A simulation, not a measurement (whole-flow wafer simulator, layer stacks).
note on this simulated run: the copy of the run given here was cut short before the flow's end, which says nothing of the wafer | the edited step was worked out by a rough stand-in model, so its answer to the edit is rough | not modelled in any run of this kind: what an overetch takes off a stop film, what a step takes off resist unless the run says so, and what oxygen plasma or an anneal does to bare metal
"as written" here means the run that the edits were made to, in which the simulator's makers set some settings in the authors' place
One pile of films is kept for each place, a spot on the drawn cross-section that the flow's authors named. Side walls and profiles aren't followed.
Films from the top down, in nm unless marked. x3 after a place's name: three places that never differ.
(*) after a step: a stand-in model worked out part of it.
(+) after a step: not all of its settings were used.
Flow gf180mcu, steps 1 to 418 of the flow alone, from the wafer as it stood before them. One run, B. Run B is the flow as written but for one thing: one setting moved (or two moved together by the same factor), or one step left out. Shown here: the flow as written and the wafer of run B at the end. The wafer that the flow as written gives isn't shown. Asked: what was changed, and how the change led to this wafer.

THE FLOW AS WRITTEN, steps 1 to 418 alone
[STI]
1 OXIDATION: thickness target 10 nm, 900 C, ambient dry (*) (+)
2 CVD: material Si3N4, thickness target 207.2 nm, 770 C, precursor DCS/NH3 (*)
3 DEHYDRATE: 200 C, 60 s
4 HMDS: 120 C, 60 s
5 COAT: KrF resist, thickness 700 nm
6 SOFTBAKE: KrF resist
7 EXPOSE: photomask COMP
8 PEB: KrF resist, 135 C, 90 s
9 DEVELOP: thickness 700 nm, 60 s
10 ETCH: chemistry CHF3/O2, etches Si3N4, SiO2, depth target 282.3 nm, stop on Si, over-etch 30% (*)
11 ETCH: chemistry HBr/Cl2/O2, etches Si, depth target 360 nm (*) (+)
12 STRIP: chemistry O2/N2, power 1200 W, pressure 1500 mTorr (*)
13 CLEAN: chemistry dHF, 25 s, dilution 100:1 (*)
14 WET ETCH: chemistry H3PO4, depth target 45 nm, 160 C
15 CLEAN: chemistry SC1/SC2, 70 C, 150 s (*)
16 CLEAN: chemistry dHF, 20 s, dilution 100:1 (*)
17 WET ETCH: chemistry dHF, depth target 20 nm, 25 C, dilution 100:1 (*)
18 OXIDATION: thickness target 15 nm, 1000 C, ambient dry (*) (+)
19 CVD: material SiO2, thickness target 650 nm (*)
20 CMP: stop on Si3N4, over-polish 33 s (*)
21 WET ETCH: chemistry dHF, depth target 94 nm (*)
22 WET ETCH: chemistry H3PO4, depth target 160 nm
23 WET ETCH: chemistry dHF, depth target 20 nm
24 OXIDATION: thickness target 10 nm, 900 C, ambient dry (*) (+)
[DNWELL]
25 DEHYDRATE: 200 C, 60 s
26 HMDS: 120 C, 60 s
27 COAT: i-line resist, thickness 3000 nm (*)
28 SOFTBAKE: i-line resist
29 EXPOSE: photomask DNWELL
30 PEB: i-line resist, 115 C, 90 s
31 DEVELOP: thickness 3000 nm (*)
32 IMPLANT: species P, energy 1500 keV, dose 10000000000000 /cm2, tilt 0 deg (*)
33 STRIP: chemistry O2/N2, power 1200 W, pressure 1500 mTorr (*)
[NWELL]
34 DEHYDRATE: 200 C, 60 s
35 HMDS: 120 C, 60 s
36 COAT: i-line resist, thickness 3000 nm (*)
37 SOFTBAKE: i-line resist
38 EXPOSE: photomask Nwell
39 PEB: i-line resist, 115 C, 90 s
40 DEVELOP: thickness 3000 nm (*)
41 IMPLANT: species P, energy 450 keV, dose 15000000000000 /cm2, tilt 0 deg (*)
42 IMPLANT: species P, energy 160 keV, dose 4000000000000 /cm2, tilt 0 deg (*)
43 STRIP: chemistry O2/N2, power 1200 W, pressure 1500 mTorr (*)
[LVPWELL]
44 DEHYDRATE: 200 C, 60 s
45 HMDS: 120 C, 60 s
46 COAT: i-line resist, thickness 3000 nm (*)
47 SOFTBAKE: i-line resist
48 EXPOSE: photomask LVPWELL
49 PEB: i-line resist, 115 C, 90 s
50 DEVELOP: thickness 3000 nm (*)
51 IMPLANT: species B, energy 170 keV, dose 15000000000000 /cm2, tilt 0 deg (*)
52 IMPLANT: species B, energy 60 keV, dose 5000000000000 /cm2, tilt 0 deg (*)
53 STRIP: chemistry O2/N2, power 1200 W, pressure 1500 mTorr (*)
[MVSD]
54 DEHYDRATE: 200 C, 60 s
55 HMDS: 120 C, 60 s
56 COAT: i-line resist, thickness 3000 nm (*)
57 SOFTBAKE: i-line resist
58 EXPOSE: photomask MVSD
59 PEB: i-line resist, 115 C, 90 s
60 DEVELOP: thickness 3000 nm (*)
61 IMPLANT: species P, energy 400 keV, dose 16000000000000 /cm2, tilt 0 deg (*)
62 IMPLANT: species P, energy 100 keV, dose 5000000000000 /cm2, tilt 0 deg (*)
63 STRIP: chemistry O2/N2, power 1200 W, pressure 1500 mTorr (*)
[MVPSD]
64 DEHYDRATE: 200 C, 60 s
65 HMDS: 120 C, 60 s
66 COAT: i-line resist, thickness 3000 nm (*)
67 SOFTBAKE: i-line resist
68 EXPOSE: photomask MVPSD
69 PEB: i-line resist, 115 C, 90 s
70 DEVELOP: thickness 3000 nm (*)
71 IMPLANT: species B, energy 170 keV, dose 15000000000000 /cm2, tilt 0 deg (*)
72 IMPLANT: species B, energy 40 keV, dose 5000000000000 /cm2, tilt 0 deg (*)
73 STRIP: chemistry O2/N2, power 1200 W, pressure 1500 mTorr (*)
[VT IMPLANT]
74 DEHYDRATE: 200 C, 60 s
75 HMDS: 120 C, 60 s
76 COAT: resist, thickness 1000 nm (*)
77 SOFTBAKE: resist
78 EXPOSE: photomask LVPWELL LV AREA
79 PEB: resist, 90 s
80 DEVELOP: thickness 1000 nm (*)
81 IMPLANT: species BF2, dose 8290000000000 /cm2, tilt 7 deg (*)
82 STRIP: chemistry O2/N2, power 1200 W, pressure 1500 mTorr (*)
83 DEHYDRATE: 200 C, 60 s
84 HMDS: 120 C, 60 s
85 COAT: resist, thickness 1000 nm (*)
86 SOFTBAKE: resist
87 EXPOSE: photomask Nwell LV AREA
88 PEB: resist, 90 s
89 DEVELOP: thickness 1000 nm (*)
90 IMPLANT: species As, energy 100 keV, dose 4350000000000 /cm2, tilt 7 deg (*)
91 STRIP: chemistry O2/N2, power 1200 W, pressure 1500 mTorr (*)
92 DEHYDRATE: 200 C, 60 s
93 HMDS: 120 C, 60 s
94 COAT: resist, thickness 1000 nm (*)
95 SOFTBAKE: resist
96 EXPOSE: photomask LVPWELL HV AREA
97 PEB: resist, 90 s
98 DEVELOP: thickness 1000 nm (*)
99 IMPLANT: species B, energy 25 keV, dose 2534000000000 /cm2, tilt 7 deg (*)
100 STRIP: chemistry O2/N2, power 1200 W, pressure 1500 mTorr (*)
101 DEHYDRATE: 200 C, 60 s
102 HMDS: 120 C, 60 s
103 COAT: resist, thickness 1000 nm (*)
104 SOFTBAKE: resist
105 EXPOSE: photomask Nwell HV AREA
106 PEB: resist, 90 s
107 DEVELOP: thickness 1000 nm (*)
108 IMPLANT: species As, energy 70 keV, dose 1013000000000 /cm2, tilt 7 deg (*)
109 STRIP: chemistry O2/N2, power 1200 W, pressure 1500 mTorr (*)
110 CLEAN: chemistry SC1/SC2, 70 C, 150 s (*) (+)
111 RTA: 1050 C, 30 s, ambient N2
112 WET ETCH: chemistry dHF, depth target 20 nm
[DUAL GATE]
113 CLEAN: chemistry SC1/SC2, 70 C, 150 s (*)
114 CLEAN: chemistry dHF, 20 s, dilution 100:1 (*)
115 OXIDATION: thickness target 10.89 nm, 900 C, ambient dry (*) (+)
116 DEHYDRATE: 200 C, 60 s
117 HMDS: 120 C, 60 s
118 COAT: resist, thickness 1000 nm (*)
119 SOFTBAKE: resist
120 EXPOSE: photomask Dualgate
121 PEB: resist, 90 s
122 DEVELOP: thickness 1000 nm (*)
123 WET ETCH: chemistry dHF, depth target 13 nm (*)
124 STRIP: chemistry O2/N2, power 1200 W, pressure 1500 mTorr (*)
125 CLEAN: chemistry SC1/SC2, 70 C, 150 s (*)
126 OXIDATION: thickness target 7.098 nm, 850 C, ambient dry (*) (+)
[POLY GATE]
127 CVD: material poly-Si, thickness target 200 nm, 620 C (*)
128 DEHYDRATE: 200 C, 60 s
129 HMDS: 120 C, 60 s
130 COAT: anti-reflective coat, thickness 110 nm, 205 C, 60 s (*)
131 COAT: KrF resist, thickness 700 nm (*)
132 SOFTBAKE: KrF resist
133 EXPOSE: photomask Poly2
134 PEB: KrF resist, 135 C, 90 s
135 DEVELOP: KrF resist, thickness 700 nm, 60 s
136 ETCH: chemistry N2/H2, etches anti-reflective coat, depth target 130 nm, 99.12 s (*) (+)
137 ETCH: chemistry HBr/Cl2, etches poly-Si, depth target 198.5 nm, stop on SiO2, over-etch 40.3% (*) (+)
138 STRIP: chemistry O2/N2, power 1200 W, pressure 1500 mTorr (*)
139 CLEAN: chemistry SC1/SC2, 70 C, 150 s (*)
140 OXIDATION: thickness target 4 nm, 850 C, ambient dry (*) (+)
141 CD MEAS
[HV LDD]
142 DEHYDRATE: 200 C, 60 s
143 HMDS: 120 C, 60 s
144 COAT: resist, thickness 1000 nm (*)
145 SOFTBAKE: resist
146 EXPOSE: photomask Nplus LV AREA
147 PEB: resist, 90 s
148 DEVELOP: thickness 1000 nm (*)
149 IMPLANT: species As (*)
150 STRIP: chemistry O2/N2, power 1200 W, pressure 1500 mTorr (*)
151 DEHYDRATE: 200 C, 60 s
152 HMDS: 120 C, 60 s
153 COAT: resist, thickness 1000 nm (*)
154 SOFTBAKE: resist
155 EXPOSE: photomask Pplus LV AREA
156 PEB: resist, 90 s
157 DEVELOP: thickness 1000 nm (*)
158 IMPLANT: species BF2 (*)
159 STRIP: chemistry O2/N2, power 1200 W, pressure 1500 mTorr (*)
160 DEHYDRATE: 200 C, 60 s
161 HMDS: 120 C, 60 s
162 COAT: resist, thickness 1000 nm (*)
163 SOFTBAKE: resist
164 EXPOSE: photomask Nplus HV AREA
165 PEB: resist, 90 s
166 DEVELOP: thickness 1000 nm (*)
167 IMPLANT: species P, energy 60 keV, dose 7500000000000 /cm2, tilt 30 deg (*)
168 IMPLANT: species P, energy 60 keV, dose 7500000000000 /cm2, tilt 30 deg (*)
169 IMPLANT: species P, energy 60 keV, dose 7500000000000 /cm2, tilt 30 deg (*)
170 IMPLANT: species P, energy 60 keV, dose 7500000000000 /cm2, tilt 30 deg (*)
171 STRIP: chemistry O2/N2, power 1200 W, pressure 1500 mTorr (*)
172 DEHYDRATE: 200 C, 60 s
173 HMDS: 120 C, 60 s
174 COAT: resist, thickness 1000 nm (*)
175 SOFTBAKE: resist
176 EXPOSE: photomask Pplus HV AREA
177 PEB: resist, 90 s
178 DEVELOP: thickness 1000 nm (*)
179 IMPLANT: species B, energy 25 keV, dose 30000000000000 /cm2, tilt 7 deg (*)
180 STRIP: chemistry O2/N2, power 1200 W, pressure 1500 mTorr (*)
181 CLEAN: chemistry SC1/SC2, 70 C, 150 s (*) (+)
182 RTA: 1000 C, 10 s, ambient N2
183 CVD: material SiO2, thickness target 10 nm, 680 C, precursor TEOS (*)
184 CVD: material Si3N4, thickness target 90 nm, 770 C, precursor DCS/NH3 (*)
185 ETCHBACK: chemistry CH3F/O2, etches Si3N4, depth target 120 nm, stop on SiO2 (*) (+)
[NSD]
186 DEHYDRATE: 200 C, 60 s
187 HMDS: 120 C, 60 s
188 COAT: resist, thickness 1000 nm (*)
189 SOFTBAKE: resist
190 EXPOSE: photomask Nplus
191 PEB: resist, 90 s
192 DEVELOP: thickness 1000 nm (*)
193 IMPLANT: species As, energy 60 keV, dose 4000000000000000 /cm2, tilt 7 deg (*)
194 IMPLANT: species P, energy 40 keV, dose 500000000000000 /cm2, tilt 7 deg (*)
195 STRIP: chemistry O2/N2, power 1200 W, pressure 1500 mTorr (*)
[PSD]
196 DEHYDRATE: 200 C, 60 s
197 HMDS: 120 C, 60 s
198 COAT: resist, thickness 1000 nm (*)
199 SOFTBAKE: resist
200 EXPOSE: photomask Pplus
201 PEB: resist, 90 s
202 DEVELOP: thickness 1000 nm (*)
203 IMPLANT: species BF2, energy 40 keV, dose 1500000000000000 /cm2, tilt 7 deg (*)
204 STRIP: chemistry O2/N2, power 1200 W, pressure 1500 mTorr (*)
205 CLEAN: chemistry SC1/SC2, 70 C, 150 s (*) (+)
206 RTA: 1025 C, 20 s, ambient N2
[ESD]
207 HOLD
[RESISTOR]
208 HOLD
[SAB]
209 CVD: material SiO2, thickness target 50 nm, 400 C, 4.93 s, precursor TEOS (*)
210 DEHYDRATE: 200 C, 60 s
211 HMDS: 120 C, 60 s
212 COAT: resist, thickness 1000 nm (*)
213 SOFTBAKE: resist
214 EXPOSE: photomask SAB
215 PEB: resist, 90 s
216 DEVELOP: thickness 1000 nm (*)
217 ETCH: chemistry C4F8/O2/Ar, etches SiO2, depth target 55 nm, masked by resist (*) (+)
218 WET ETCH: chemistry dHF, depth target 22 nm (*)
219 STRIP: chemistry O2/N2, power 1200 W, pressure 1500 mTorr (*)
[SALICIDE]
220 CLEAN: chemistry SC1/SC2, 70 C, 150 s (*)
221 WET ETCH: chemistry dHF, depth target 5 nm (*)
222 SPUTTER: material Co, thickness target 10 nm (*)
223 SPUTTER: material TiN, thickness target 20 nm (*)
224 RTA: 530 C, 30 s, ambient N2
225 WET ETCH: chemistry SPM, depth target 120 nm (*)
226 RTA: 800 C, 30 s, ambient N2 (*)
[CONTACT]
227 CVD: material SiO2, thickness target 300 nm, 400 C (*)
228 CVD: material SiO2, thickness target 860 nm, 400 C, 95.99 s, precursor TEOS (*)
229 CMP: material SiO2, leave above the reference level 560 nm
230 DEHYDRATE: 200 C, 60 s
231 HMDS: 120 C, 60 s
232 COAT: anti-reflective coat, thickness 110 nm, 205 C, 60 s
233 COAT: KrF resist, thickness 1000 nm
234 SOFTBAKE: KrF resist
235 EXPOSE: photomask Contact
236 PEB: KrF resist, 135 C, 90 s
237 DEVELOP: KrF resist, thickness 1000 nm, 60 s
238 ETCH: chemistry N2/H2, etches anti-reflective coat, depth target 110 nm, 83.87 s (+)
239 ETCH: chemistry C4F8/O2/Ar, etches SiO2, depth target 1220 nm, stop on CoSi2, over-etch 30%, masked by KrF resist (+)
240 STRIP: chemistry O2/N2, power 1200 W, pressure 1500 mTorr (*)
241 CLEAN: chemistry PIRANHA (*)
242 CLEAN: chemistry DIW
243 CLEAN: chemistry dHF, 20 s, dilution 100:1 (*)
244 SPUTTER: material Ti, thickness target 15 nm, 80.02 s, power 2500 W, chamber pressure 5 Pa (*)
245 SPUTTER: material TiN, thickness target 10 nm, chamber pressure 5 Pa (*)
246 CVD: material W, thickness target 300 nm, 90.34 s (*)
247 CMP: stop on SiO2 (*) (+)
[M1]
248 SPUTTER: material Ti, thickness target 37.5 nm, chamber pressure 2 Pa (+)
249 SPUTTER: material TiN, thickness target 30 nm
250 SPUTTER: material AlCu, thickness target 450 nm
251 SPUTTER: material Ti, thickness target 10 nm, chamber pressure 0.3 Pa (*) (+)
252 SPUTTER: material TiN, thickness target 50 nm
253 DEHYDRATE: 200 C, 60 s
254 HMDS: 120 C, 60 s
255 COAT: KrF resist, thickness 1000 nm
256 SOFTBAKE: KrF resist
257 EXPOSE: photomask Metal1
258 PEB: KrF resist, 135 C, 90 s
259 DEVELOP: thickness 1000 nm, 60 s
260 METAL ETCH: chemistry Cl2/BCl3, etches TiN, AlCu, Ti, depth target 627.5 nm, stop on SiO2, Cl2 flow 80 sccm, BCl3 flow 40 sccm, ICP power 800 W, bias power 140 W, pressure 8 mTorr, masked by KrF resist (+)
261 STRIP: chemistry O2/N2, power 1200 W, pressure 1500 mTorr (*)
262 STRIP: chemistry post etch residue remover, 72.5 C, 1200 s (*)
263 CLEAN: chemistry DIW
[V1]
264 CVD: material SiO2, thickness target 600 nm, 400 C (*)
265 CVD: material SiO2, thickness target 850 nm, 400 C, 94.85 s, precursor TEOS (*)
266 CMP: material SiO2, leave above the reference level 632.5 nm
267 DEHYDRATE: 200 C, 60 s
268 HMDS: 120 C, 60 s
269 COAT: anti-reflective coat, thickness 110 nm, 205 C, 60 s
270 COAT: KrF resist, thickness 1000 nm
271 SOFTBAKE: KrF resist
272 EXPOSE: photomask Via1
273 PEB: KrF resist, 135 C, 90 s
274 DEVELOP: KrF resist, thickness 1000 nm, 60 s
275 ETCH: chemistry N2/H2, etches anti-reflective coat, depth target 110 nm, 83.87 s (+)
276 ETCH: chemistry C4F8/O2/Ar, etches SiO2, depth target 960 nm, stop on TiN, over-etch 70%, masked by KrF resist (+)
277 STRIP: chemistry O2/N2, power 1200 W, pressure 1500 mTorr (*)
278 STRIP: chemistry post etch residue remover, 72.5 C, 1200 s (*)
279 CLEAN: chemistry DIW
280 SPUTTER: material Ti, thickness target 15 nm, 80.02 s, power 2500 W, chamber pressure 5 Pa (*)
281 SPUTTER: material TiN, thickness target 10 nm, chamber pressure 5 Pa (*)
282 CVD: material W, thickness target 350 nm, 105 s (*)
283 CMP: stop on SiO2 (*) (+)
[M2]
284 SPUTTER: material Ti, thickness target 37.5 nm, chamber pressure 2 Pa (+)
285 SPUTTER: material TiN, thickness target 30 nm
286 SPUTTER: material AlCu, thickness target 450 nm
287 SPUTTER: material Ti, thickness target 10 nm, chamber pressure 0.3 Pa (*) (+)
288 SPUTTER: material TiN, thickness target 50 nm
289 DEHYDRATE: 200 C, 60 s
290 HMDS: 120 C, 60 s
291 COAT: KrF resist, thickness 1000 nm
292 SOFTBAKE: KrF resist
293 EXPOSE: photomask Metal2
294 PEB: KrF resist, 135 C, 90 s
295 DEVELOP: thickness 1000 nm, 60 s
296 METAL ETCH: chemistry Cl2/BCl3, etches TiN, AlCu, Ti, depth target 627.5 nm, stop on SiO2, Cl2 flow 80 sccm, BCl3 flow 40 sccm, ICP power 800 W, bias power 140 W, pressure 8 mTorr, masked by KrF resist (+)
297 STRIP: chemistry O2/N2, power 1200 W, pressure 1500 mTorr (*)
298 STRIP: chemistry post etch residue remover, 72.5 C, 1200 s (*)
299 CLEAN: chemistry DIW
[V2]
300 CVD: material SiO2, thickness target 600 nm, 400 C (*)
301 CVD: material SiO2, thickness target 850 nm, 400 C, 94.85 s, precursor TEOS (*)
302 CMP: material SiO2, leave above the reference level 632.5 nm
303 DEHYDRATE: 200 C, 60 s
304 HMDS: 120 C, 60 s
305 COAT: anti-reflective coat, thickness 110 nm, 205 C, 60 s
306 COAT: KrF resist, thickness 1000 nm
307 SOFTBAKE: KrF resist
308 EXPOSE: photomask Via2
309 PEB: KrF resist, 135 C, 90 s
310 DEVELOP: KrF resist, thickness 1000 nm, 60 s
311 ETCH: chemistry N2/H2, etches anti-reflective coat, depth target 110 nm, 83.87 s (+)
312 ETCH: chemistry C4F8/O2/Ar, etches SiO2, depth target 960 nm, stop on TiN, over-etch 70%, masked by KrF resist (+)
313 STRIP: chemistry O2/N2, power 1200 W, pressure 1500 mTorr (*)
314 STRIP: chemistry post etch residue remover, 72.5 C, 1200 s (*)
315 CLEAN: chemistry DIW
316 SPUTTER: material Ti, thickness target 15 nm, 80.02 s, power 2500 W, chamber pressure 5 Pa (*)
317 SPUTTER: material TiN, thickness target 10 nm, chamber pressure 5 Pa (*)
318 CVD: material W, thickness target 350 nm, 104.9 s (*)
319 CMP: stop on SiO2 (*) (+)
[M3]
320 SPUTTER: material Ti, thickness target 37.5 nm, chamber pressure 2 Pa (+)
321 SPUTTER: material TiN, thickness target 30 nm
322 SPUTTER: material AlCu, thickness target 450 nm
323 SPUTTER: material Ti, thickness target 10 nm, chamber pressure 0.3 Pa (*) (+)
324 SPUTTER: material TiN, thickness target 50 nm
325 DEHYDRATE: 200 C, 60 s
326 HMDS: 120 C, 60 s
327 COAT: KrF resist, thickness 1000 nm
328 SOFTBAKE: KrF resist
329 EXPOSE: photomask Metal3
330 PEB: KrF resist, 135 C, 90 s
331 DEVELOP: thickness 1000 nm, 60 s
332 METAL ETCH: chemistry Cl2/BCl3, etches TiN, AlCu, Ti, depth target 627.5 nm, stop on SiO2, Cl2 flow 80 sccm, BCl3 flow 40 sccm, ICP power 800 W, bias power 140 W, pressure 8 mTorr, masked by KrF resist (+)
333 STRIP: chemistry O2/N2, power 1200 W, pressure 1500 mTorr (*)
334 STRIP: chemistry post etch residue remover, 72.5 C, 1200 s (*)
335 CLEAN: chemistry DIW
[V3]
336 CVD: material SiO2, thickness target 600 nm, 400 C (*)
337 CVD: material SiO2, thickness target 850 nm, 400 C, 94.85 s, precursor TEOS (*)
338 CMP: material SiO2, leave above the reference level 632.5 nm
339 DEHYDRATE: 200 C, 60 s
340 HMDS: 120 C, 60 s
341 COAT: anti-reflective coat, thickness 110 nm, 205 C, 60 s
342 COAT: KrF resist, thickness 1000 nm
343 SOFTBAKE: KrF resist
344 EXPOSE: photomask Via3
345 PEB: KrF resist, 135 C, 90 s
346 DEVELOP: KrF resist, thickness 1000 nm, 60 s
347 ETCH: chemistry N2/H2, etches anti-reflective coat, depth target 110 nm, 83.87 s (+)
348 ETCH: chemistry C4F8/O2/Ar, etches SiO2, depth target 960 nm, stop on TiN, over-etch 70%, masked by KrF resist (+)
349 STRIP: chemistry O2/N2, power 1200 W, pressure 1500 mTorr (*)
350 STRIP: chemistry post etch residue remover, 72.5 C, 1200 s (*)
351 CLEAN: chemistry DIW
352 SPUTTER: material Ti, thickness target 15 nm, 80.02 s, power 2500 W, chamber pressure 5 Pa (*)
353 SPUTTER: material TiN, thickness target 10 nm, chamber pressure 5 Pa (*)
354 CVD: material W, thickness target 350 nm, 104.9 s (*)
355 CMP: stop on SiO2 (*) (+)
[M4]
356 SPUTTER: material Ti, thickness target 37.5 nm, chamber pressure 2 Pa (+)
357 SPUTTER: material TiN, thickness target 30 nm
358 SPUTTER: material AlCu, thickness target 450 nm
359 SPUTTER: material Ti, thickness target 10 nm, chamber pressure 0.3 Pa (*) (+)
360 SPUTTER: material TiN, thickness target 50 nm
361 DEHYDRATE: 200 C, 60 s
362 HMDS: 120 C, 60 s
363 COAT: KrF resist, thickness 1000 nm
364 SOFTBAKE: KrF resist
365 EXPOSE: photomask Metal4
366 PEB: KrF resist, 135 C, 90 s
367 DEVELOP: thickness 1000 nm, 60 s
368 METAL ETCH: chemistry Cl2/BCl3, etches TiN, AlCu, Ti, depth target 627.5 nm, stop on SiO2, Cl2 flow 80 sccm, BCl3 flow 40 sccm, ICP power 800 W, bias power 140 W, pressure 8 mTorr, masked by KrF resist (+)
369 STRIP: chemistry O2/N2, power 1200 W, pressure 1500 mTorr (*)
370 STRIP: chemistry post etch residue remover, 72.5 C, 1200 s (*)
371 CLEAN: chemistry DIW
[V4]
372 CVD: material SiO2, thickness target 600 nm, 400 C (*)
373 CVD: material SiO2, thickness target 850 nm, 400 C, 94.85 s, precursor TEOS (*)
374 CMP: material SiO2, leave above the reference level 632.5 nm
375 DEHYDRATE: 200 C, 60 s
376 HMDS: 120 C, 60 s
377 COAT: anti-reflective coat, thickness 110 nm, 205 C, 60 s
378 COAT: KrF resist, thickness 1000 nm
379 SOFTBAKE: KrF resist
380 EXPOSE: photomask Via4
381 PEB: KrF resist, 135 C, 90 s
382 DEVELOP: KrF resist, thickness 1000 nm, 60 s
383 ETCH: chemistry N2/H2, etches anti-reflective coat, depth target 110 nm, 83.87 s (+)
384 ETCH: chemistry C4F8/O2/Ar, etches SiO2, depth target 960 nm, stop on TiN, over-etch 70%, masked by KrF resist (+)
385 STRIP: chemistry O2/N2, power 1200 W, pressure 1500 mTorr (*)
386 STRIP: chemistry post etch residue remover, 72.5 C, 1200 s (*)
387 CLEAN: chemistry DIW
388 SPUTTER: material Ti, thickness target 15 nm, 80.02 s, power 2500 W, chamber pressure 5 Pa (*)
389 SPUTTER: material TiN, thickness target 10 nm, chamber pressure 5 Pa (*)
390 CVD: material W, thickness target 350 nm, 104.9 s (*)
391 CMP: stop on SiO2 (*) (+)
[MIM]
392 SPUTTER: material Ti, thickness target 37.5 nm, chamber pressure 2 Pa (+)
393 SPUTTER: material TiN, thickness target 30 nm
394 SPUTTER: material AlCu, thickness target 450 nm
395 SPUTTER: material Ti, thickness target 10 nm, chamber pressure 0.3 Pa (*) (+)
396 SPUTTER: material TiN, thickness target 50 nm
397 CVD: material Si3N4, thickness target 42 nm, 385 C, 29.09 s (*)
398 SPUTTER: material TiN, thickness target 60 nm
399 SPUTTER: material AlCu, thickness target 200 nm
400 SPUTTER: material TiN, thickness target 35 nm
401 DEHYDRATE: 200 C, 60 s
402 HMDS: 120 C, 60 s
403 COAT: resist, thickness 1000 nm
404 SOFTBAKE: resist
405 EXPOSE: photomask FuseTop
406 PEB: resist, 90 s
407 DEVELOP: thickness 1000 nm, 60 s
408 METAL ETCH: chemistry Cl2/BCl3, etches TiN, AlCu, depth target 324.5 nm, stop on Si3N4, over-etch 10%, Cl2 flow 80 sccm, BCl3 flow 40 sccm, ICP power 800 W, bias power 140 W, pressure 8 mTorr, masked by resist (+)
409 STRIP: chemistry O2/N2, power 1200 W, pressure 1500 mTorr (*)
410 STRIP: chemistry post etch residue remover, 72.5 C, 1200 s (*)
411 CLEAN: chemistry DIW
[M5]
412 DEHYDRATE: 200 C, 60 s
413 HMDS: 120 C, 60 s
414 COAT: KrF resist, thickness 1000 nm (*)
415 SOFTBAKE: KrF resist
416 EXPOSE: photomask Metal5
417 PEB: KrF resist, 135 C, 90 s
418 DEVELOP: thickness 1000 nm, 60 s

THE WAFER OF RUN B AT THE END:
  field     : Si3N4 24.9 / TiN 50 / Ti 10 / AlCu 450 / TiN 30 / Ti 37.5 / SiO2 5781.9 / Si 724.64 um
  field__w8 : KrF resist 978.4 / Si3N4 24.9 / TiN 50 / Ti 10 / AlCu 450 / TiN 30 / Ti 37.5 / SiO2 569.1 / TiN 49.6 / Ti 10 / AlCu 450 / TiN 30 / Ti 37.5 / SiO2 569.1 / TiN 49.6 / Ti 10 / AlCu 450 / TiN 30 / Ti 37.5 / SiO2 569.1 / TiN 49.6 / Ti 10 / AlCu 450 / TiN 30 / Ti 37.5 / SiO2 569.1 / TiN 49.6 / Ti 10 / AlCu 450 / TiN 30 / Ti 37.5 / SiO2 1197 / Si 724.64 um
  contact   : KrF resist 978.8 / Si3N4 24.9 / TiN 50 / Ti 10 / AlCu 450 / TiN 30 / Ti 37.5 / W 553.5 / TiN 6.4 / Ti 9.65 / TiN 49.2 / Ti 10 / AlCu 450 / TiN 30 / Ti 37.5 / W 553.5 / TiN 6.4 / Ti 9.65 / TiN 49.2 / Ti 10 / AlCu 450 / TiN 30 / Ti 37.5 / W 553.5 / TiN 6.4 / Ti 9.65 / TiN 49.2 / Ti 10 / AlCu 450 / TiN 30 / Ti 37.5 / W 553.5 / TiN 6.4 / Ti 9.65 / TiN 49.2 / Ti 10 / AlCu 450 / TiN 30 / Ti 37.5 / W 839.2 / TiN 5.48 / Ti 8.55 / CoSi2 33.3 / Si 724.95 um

The cause: step 397, CVD: 17.45 s was run, where the flow has 29.09 s.

How the change led to this, step by step:
  397 CVD: material Si3N4, thickness target 42 nm, 385 C, 29.09 s (*)
      field, field__w1, field__w2 and 108 more: Si3N4 +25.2 (new film) (as written it would be: Si3N4 +42 (new film))
